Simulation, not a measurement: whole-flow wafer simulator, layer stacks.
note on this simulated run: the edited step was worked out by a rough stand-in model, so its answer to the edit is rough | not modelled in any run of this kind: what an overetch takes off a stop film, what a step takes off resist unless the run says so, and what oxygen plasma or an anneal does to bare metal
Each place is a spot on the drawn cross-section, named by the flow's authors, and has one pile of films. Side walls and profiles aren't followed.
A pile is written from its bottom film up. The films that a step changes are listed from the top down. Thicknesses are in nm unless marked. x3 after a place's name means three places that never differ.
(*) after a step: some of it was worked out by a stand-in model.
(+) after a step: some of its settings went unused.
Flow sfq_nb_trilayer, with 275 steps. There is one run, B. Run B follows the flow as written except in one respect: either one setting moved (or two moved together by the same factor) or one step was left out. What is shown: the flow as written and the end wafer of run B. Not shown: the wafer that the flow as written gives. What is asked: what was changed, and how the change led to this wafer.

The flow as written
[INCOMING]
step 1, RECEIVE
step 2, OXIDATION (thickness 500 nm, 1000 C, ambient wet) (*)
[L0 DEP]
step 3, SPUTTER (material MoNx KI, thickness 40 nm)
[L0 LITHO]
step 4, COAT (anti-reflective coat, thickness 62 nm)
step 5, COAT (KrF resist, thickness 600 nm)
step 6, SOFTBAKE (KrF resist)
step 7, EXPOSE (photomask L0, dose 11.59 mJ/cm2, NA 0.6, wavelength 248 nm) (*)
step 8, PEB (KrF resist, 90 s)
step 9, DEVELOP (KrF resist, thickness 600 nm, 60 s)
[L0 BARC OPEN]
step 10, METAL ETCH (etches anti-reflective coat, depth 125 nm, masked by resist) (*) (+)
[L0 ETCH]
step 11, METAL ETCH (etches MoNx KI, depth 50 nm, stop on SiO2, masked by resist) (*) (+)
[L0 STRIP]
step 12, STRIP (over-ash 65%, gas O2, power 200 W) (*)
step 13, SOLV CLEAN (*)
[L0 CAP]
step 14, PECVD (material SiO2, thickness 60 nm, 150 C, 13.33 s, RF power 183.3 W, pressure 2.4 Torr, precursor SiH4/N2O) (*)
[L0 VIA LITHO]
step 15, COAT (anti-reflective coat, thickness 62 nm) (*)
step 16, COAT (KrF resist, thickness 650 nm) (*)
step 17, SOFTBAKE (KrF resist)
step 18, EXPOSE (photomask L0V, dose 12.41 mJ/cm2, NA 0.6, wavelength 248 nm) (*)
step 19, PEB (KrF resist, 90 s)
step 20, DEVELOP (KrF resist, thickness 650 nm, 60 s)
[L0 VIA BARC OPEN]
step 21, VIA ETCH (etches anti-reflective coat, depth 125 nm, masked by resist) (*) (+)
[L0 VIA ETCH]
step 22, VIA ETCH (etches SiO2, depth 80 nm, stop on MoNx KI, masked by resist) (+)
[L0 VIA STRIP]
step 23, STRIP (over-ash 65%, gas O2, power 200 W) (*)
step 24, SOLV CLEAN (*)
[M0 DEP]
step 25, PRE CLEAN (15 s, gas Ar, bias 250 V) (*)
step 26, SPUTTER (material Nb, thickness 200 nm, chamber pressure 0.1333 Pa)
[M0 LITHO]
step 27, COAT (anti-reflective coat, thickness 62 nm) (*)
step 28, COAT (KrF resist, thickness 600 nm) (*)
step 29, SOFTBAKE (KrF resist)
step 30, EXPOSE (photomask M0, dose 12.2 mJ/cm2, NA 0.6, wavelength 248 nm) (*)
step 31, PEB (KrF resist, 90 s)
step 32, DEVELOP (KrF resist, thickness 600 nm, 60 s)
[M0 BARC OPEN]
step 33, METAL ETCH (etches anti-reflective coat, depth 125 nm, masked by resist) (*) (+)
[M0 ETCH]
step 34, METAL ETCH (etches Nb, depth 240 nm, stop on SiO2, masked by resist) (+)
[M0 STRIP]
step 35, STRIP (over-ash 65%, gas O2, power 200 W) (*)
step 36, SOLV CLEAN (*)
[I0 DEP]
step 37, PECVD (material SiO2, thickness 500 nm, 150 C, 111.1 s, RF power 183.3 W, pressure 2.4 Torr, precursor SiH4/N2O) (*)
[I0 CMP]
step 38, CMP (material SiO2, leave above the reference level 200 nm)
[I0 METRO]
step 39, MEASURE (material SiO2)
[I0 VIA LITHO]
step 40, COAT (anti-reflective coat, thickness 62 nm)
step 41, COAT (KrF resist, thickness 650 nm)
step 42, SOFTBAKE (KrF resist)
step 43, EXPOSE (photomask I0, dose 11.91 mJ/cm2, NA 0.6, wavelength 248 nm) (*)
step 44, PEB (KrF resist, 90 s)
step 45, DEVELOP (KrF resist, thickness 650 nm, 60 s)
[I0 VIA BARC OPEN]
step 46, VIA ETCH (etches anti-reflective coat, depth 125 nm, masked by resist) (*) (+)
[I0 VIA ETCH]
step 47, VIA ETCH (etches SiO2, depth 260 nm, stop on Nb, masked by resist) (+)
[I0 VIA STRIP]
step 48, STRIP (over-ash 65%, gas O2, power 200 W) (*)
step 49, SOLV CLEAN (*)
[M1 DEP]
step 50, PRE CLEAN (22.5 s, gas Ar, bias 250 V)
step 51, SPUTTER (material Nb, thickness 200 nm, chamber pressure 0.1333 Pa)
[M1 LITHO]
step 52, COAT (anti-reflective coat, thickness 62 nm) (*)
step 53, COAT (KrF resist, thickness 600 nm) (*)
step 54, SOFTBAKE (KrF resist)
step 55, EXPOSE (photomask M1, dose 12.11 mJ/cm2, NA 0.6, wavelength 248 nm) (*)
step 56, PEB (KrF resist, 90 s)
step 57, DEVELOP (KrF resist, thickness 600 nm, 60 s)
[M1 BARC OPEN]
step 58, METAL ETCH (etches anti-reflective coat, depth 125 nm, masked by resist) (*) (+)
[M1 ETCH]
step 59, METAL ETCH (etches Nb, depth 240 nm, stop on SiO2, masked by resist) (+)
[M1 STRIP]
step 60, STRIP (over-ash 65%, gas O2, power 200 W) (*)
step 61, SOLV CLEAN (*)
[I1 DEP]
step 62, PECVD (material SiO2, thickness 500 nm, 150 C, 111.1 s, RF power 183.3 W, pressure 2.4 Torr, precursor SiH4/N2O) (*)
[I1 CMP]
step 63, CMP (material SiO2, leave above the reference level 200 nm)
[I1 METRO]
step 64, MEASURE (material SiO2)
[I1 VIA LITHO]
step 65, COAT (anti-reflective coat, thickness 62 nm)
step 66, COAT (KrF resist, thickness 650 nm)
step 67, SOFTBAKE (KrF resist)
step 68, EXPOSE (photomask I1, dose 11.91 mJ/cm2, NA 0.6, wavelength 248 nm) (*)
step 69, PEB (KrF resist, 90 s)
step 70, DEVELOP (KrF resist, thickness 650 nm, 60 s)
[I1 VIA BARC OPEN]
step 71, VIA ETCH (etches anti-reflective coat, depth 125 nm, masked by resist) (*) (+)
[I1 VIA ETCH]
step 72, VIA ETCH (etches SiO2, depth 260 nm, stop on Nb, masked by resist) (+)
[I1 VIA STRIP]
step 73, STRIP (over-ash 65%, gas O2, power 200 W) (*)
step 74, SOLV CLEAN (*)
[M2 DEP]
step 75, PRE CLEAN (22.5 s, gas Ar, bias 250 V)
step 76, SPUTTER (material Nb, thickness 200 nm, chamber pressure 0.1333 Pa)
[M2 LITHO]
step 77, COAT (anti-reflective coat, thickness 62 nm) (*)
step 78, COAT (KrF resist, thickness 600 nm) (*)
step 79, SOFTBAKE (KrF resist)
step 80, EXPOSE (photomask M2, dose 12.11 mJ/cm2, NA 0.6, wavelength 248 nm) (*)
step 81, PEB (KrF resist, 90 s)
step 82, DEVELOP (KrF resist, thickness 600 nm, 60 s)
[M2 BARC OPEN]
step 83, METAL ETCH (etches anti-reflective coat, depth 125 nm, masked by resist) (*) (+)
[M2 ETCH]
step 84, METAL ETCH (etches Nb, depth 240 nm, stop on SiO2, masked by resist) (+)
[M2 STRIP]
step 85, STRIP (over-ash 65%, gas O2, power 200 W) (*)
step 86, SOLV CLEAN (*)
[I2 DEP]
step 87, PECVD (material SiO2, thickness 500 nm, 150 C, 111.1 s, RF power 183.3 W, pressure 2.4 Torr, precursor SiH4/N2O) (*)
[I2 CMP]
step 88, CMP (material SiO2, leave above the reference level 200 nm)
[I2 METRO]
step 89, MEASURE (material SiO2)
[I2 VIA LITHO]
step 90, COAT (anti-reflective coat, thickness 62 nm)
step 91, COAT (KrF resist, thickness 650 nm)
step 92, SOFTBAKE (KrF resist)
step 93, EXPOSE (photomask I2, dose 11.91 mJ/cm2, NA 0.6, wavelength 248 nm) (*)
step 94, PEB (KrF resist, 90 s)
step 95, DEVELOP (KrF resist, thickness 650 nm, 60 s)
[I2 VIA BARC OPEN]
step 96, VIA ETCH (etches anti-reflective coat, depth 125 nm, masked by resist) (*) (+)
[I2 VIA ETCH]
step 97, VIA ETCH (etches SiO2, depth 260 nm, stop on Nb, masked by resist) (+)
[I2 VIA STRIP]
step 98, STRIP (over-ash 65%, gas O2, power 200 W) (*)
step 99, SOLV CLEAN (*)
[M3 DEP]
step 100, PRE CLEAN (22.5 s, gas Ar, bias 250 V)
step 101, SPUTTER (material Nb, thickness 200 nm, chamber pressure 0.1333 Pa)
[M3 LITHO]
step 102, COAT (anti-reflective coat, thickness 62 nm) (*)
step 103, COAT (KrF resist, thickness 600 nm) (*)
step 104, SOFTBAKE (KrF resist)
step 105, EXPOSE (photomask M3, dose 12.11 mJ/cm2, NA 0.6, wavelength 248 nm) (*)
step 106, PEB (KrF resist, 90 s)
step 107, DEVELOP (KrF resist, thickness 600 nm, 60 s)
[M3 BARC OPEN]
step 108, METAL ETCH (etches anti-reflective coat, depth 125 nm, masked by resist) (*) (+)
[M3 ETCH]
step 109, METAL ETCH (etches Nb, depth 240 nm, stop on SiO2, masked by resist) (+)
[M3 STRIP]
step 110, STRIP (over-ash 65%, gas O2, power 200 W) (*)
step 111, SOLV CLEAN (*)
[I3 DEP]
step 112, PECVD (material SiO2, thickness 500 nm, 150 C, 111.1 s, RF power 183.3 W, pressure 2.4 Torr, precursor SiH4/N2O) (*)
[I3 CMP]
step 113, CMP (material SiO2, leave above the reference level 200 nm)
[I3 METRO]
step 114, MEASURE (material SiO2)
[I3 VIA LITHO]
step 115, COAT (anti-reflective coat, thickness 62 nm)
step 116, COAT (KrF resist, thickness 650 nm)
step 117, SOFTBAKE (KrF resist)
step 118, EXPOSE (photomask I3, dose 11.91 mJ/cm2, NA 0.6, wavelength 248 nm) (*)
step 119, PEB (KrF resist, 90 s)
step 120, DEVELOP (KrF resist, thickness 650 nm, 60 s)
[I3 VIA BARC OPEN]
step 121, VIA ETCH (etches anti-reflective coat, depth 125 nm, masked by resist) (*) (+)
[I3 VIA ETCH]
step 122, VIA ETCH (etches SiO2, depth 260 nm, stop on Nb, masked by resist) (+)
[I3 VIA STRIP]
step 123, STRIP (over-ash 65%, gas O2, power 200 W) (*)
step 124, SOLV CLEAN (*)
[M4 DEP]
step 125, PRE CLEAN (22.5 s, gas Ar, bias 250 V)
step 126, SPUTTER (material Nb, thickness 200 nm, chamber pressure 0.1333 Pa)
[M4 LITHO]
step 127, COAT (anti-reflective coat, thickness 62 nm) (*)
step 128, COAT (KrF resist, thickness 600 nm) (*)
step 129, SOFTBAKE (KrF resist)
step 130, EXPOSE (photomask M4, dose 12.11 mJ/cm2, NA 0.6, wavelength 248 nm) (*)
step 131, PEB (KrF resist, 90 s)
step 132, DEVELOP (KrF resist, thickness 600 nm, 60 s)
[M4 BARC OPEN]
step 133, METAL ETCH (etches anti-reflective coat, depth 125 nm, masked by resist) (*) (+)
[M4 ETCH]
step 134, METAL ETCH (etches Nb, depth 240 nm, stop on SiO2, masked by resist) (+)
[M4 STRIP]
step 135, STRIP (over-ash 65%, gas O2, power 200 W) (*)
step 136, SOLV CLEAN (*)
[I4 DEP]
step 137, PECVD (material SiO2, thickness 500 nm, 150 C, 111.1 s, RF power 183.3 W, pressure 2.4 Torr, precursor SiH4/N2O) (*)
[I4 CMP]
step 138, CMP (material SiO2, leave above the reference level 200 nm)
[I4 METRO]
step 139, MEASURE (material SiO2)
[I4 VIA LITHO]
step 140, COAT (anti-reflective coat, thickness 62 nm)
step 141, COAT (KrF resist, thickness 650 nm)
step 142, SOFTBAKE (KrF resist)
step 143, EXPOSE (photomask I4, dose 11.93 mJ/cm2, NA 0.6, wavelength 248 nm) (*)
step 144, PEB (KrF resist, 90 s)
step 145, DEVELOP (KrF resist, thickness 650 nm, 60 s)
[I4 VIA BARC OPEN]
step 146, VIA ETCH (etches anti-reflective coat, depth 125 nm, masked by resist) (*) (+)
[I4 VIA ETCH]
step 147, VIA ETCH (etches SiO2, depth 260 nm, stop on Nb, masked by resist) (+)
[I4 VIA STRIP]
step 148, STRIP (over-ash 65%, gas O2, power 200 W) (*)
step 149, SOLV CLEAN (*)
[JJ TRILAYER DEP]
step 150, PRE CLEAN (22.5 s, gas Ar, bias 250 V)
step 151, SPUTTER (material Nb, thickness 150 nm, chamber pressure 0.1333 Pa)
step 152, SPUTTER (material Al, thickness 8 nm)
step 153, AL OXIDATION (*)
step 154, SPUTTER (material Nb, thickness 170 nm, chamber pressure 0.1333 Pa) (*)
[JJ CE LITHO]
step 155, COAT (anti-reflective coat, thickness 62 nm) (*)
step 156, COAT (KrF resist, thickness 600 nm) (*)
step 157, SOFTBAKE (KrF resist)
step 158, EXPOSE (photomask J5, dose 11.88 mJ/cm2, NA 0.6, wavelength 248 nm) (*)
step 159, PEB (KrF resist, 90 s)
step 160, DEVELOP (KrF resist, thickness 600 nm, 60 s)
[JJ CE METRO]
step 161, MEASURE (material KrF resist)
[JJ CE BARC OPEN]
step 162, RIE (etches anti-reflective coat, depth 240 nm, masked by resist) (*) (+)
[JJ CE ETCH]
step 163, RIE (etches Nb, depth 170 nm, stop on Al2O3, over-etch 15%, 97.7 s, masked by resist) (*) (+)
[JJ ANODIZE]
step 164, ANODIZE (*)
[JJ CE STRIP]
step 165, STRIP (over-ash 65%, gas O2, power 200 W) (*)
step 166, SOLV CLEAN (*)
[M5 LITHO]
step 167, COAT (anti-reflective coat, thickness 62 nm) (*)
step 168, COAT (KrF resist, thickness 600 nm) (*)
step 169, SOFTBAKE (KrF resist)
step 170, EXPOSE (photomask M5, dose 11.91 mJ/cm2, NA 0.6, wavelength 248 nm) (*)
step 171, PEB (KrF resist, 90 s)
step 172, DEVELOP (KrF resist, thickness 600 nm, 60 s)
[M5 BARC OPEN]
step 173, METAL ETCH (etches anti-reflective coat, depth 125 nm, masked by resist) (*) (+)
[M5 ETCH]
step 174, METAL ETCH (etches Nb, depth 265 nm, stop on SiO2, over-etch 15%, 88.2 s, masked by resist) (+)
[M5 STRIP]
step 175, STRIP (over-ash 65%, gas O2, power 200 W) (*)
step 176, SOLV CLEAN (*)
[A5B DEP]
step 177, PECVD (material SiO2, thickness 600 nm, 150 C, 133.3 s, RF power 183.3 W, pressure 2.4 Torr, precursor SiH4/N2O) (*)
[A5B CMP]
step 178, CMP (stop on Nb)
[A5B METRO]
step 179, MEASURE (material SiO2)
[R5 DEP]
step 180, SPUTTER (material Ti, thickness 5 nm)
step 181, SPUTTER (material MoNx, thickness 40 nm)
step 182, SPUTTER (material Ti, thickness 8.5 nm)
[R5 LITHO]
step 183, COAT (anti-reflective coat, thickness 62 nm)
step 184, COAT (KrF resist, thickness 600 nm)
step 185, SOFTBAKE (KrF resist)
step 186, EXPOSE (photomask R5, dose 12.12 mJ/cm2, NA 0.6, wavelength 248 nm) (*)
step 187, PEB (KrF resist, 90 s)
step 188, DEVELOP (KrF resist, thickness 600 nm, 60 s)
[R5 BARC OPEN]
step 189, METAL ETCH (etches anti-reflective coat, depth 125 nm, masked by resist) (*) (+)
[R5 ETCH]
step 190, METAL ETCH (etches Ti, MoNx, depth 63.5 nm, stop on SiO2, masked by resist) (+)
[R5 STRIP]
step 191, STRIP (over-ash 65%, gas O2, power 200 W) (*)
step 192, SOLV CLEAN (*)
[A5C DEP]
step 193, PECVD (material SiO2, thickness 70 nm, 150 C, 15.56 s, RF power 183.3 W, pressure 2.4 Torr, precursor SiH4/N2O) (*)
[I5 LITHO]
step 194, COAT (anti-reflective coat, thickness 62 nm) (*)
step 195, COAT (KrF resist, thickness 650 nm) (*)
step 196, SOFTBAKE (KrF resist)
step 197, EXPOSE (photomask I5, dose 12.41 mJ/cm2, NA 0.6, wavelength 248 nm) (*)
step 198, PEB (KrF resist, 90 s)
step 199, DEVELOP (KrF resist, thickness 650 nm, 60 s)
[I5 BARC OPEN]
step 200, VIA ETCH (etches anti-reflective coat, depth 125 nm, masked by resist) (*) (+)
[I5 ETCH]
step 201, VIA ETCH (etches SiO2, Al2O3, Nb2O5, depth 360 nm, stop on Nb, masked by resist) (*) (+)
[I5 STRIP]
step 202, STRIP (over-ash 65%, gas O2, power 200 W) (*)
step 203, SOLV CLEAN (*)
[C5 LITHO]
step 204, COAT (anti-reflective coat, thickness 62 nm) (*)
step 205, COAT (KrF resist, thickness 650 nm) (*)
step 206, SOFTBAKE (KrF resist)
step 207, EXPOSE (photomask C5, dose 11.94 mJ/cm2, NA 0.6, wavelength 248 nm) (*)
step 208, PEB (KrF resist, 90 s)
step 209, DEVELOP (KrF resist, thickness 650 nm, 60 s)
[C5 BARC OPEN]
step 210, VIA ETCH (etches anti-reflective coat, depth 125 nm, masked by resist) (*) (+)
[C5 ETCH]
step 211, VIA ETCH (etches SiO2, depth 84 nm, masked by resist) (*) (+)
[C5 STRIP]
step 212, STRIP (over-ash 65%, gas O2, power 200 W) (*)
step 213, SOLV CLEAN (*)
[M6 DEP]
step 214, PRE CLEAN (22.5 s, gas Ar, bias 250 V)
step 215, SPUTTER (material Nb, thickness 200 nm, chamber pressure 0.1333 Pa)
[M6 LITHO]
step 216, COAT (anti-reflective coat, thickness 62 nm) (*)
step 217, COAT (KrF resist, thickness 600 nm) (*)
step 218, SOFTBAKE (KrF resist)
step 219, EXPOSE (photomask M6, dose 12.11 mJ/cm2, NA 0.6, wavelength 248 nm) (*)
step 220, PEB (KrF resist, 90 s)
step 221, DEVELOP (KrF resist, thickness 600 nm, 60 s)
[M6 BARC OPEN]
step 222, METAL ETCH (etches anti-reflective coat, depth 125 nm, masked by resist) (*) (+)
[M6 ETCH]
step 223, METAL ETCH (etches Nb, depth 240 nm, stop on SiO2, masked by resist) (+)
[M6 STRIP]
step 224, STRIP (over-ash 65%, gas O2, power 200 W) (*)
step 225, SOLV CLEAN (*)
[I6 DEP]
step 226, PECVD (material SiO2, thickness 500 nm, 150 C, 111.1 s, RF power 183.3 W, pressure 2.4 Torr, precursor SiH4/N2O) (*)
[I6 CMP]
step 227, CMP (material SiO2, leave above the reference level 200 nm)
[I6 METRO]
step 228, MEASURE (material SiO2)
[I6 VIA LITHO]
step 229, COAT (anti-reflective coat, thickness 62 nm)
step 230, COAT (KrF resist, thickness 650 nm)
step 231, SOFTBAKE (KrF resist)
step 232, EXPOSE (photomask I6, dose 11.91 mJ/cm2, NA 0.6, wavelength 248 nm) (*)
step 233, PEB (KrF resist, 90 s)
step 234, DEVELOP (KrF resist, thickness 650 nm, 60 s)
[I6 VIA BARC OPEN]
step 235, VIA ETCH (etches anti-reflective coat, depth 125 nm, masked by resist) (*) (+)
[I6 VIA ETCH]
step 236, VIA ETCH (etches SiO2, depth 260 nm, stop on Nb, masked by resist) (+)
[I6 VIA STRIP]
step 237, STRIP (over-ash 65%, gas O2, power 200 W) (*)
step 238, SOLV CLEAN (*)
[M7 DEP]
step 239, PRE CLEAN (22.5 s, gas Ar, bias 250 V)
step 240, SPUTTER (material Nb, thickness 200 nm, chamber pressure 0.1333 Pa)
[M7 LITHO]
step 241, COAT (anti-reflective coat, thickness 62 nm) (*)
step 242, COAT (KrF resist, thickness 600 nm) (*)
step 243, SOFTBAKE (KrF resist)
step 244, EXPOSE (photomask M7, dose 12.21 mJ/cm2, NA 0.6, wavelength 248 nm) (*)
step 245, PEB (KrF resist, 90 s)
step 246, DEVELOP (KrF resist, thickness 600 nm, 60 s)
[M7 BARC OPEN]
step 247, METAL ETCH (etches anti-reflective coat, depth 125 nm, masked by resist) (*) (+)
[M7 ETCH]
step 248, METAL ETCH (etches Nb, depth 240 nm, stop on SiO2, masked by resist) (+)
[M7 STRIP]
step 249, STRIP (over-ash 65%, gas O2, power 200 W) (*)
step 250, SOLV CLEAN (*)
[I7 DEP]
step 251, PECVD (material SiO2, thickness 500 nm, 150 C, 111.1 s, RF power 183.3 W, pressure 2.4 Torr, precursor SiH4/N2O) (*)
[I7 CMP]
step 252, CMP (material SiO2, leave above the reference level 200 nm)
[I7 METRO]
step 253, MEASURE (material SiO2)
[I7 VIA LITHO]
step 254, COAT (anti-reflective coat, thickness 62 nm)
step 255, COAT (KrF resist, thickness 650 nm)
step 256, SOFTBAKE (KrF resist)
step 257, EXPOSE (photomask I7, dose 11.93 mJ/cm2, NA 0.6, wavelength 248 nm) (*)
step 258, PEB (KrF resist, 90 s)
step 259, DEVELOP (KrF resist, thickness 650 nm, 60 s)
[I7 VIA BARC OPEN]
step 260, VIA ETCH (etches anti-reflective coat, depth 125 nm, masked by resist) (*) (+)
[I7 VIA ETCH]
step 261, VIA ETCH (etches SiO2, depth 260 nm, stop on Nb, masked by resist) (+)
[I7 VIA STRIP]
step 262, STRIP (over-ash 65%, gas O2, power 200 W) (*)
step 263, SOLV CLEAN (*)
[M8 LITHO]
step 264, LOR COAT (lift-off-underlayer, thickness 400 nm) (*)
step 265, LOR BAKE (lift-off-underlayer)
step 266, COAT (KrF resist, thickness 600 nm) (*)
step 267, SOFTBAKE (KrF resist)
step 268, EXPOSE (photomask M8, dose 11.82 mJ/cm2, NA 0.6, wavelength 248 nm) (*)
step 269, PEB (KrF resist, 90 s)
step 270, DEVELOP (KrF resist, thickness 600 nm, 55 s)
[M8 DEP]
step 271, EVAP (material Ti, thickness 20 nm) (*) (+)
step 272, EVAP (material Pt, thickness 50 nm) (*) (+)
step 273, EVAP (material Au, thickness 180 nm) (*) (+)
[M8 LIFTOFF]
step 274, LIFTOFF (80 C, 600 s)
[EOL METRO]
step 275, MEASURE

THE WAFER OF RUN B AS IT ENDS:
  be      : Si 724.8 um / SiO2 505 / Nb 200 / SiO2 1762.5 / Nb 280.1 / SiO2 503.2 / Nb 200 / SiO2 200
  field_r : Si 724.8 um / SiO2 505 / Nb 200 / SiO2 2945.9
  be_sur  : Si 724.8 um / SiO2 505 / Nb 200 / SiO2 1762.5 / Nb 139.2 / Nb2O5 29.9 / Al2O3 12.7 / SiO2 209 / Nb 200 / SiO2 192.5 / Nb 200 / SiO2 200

What caused this: step 2, OXIDATION: thickness 450 nm was run, though the flow has thickness 500 nm.

Step by step, how the change led to this:
  step 2, OXIDATION (thickness 500 nm, 1000 C, ambient wet) (*)
      field_l, v_sur, via_wl and 103 more: SiO2 gains 450 (new film), chemical SiO2 loses 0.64 (all of it), Si loses 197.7 (in the flow as written it would be: SiO2 gains 500 (new film), chemical SiO2 loses 0.64 (all of it), Si loses 219.7)
